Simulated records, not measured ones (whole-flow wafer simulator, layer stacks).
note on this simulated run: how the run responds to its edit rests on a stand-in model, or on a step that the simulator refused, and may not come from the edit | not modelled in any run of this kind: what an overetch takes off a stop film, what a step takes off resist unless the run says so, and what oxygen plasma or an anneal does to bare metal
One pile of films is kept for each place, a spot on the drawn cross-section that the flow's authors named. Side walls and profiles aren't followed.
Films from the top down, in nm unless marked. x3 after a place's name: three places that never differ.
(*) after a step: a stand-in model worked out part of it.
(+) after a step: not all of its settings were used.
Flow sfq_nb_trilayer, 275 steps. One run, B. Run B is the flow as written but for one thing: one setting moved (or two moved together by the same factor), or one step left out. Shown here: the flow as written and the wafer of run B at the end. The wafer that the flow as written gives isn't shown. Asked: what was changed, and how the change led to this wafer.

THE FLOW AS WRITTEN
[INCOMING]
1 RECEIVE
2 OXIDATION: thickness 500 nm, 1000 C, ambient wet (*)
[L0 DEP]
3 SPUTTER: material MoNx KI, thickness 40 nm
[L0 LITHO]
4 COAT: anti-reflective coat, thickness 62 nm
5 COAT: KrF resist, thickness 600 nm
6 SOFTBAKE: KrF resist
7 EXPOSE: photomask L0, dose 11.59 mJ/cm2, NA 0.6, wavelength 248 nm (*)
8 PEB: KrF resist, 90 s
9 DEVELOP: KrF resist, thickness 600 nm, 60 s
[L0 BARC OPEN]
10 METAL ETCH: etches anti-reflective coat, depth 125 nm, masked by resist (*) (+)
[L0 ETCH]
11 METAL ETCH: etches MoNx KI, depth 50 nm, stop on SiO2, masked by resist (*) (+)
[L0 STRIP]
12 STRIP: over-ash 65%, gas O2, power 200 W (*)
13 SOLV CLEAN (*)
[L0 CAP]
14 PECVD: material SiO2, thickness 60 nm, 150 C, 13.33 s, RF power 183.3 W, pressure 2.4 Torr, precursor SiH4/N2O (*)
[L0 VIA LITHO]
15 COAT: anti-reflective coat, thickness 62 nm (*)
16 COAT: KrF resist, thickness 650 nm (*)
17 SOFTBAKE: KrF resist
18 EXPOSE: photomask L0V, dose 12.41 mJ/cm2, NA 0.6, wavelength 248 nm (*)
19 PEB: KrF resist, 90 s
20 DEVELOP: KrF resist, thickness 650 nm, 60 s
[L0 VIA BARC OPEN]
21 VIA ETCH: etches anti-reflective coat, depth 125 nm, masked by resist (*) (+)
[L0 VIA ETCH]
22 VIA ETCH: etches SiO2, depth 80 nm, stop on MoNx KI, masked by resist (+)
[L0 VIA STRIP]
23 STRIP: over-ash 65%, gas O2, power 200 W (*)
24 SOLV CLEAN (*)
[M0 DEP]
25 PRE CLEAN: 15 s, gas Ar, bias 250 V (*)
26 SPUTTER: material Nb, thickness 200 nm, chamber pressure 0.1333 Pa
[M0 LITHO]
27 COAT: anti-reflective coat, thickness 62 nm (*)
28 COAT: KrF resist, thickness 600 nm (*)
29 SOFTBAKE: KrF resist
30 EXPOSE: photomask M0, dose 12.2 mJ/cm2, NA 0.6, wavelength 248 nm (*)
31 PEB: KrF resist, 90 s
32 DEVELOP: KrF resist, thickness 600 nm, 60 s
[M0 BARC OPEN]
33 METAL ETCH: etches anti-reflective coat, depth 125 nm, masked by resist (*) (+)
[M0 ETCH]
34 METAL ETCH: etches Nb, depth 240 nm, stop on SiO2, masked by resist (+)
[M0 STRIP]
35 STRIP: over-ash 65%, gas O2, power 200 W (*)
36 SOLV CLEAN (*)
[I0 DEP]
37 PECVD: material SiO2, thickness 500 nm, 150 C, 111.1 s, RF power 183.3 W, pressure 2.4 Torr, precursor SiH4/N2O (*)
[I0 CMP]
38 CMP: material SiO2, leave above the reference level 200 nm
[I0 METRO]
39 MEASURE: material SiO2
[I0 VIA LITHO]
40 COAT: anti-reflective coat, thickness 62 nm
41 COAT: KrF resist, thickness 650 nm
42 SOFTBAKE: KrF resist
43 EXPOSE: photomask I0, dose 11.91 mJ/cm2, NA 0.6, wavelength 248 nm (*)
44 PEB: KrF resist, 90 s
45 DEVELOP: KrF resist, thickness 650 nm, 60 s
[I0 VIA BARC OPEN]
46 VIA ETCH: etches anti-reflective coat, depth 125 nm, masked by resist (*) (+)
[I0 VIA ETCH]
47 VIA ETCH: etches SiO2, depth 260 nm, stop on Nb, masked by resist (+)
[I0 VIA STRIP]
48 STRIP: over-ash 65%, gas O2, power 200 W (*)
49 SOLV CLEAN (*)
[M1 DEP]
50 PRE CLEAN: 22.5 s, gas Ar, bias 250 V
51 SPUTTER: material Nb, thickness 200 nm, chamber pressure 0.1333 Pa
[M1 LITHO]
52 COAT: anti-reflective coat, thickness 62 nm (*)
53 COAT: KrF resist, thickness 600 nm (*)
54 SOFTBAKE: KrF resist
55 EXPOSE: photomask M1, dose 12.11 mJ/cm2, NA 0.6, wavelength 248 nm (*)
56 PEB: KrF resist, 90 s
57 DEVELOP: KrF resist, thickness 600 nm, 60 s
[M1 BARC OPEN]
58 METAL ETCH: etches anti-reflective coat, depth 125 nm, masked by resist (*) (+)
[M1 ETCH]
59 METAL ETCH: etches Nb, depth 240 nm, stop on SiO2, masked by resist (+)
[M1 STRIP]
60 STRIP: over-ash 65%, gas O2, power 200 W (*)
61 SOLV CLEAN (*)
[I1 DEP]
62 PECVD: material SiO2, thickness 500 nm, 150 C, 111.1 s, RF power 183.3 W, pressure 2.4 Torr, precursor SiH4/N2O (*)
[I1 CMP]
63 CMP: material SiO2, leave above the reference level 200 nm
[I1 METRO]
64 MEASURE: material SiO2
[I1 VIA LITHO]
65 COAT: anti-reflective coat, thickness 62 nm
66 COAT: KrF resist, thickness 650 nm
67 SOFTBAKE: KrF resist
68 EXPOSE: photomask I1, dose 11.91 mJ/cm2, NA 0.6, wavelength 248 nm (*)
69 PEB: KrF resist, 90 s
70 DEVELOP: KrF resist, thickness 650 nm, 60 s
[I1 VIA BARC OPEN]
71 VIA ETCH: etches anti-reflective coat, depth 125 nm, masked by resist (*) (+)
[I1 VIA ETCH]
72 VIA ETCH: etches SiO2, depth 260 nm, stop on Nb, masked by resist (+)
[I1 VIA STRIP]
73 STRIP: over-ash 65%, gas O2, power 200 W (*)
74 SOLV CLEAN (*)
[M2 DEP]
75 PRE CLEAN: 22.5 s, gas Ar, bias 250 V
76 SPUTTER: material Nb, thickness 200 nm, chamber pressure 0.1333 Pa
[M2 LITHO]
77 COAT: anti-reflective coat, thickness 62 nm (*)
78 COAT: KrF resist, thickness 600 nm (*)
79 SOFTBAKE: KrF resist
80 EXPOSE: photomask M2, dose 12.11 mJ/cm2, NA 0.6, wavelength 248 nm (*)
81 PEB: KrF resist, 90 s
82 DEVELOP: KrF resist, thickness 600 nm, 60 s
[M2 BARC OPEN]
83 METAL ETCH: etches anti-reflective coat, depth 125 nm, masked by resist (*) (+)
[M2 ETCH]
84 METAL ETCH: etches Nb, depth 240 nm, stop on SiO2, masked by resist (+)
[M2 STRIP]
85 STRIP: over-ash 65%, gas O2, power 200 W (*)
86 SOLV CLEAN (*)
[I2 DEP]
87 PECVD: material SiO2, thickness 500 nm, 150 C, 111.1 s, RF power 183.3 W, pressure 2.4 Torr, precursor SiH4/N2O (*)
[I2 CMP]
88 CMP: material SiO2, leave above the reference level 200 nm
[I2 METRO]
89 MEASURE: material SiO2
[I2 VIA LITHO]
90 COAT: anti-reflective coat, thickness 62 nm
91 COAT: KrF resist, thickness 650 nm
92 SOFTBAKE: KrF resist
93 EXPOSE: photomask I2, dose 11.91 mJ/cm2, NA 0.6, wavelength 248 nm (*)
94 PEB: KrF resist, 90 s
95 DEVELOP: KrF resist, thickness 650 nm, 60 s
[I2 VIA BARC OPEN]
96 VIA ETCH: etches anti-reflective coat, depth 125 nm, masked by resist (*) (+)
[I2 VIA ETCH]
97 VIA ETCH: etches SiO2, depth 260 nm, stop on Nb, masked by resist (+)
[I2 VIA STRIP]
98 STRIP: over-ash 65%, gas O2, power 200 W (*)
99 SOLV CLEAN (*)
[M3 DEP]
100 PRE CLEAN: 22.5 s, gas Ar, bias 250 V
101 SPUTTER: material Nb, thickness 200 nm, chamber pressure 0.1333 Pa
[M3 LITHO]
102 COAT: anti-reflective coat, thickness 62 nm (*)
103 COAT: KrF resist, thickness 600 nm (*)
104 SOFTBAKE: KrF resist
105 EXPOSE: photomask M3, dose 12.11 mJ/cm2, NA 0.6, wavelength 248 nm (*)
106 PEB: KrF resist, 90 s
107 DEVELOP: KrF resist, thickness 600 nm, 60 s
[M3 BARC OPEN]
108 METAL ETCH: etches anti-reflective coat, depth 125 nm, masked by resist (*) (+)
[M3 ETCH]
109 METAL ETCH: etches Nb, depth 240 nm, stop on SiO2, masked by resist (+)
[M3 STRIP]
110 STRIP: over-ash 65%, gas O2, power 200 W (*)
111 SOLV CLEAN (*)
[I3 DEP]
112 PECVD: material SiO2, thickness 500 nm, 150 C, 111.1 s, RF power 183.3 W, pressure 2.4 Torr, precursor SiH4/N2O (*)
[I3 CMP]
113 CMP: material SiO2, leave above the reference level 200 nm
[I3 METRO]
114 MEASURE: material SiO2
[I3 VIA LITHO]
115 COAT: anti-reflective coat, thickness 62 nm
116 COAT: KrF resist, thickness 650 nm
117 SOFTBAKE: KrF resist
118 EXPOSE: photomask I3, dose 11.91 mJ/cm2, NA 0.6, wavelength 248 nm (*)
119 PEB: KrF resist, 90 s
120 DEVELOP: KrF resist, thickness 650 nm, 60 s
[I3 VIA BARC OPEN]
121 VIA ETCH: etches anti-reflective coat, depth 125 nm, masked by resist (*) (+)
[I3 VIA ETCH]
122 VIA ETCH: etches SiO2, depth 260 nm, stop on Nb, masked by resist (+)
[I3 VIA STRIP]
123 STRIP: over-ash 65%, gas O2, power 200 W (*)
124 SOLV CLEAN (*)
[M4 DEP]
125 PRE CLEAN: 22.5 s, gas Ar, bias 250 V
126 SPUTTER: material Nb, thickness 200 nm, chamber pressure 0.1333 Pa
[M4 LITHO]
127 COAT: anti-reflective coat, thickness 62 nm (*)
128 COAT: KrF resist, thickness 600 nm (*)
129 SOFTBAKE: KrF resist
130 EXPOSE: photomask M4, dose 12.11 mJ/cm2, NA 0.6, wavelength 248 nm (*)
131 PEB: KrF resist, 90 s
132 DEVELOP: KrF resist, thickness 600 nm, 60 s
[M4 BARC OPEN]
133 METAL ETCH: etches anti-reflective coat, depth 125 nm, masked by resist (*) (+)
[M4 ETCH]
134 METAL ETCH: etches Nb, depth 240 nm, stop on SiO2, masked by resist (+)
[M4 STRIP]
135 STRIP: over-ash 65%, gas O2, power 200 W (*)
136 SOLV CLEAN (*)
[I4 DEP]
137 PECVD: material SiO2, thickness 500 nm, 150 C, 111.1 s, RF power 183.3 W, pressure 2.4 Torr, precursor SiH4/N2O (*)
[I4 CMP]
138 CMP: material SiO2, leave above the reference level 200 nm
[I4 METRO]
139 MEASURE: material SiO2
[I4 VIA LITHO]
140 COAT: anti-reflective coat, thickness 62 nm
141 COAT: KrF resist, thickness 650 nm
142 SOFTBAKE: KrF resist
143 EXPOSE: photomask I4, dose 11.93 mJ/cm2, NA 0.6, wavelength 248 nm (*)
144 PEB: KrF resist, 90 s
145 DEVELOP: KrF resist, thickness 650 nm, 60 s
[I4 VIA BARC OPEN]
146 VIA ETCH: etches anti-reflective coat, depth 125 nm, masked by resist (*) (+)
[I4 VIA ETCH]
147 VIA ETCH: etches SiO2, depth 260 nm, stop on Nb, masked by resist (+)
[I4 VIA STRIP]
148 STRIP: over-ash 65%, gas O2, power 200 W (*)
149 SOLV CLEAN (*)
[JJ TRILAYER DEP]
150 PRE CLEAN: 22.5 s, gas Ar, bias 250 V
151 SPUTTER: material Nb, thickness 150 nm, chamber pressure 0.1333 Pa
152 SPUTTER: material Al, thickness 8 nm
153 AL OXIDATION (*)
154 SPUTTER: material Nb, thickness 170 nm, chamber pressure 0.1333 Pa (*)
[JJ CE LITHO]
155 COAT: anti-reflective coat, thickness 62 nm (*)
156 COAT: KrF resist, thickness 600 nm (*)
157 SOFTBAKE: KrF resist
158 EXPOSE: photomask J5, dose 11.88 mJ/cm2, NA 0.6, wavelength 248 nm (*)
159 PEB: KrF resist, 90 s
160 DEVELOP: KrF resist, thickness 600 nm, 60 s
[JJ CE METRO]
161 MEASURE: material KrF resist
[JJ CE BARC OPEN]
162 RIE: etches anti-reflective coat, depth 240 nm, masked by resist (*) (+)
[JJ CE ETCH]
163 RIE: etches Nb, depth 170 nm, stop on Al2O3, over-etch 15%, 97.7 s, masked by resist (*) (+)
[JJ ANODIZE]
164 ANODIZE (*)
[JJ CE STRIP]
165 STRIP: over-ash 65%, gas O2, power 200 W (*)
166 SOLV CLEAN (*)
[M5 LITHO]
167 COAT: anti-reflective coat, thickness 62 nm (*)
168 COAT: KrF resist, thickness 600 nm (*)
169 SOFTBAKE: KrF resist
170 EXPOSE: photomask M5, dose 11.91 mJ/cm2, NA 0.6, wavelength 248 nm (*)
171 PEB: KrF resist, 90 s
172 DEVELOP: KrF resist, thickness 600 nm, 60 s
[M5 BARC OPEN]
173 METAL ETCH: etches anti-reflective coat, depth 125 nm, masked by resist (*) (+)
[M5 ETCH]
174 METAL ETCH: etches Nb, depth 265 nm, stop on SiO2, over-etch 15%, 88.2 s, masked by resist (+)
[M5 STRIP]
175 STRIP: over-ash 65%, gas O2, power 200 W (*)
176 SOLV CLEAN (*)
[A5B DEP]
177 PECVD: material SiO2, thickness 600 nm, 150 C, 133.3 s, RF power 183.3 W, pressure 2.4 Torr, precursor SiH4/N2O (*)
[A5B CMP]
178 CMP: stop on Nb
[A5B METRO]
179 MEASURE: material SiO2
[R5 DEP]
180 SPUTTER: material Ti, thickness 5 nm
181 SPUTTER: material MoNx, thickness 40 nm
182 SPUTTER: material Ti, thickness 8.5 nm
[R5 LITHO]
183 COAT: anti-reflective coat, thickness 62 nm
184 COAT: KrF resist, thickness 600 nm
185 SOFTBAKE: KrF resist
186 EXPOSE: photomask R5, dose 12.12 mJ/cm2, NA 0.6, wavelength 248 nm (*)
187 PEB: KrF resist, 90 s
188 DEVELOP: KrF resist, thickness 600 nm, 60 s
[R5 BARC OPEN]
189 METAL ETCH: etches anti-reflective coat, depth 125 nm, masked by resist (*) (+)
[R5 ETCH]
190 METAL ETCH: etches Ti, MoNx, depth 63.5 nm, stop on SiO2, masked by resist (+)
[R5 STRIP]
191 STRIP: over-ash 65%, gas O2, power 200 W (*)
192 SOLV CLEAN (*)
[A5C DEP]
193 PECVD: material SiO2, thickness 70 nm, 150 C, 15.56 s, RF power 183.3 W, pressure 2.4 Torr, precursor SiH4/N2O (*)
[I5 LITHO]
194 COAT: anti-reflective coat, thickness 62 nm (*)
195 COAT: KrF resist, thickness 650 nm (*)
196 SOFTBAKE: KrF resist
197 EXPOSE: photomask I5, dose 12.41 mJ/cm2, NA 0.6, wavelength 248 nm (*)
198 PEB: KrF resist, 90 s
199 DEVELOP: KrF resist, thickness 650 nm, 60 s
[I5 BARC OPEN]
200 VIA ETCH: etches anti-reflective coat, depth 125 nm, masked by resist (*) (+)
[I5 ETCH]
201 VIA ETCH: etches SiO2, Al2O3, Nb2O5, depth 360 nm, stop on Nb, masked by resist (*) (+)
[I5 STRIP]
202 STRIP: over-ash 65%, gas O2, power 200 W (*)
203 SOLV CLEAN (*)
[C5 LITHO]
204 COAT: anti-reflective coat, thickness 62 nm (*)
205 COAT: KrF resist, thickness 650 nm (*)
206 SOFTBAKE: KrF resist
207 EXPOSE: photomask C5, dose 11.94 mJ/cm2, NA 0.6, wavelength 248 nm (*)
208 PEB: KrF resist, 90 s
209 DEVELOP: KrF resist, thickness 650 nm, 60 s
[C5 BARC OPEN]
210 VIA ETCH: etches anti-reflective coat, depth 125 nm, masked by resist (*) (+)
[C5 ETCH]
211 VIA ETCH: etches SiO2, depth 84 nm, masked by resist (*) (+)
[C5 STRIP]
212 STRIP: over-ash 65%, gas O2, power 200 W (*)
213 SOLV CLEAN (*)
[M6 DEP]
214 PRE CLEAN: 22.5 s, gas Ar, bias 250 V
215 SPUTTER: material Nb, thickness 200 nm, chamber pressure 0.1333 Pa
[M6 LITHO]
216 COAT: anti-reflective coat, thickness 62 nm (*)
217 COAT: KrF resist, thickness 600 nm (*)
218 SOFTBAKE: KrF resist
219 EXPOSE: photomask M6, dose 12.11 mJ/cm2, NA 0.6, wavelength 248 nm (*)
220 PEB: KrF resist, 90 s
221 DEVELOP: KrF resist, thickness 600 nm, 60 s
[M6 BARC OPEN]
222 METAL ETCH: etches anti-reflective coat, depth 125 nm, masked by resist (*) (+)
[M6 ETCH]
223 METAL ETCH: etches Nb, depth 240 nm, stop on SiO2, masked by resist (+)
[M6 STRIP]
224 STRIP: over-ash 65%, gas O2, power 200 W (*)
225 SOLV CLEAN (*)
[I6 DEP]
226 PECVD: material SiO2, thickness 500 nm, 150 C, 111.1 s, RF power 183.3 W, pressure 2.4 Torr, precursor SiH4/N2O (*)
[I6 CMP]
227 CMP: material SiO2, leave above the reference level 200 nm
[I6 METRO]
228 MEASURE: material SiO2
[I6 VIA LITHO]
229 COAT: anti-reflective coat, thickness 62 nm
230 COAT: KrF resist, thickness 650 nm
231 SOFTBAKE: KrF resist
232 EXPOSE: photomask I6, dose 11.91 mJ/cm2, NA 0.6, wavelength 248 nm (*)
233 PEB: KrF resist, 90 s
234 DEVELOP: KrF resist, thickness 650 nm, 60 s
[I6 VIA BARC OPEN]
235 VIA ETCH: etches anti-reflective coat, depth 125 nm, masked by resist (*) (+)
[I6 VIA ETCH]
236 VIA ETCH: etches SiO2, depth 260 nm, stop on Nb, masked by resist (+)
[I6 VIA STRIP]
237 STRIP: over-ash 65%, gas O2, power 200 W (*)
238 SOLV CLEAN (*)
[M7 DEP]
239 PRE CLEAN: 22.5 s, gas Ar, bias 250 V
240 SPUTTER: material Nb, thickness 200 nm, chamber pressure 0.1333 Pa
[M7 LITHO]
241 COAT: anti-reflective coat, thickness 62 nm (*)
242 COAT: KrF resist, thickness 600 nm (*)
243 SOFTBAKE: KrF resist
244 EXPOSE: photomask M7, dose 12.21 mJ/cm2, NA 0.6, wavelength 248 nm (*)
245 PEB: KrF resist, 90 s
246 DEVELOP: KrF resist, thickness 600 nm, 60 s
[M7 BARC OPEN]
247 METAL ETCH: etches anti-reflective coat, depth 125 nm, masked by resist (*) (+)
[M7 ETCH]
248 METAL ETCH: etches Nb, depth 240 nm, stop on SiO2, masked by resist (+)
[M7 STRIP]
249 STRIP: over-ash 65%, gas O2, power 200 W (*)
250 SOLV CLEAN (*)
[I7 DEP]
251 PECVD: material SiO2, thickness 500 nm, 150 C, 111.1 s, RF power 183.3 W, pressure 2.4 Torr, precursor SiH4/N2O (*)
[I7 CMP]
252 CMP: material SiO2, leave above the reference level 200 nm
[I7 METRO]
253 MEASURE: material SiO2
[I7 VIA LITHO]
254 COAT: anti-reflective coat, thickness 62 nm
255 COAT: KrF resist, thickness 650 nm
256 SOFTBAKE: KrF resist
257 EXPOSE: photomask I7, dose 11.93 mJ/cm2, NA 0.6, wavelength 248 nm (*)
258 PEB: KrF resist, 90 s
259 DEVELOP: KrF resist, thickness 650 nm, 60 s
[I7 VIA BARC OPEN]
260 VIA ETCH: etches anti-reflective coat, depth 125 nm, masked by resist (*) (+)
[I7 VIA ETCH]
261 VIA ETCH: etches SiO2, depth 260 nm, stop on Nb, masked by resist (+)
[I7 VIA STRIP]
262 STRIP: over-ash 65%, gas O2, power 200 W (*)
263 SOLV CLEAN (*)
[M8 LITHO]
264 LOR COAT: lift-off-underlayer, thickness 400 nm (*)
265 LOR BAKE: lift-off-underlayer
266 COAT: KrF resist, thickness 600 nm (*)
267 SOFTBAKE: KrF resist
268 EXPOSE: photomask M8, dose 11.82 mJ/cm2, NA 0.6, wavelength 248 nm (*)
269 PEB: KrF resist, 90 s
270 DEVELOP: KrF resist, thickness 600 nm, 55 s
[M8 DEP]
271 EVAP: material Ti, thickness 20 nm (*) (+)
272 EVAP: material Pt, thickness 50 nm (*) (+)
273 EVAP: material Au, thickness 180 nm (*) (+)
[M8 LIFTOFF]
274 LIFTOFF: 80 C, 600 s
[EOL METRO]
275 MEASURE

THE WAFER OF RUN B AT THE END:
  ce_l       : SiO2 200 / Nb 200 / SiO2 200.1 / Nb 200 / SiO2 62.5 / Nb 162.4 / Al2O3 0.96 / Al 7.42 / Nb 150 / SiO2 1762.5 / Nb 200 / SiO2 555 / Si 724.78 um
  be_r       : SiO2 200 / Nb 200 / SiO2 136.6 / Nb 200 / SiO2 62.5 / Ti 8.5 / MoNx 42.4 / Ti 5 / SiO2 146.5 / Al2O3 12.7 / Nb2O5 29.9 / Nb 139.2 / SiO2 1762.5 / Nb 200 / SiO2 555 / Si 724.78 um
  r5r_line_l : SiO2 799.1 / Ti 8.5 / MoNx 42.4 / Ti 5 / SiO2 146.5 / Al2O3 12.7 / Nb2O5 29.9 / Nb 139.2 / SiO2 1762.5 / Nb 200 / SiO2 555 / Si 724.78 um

The cause: step 181, SPUTTER: thickness 42.4 nm was run, where the flow has thickness 40 nm.
It can be read off the wafer: be_r has MoNx 42.4, and step 181 as written asks for 40 nm.

How the change led to this, step by step:
  181 SPUTTER: material MoNx, thickness 40 nm
      field_l, v_sur, via_wl and 103 more: MoNx +42.4 (new film) (as written it would be: MoNx +40 (new film))
  190 METAL ETCH: etches Ti, MoNx, depth 63.5 nm, stop on SiO2, masked by resist (+)
      field_l, v_sur, via_wl and 92 more: Ti -8.5 (all of it), MoNx -42.4 (all of it), Ti -5 (all of it) (as written it would be: Ti -8.5 (all of it), MoNx -40 (all of it), Ti -5 (all of it))
      ce_l, c5j, ce_r, wl_jj: Ti -8.5 (all of it), MoNx -42.4 (all of it), Ti -5 (all of it), Nb -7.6 (as written it would be: Ti -8.5 (all of it), MoNx -40 (all of it), Ti -5 (all of it), Nb -10)
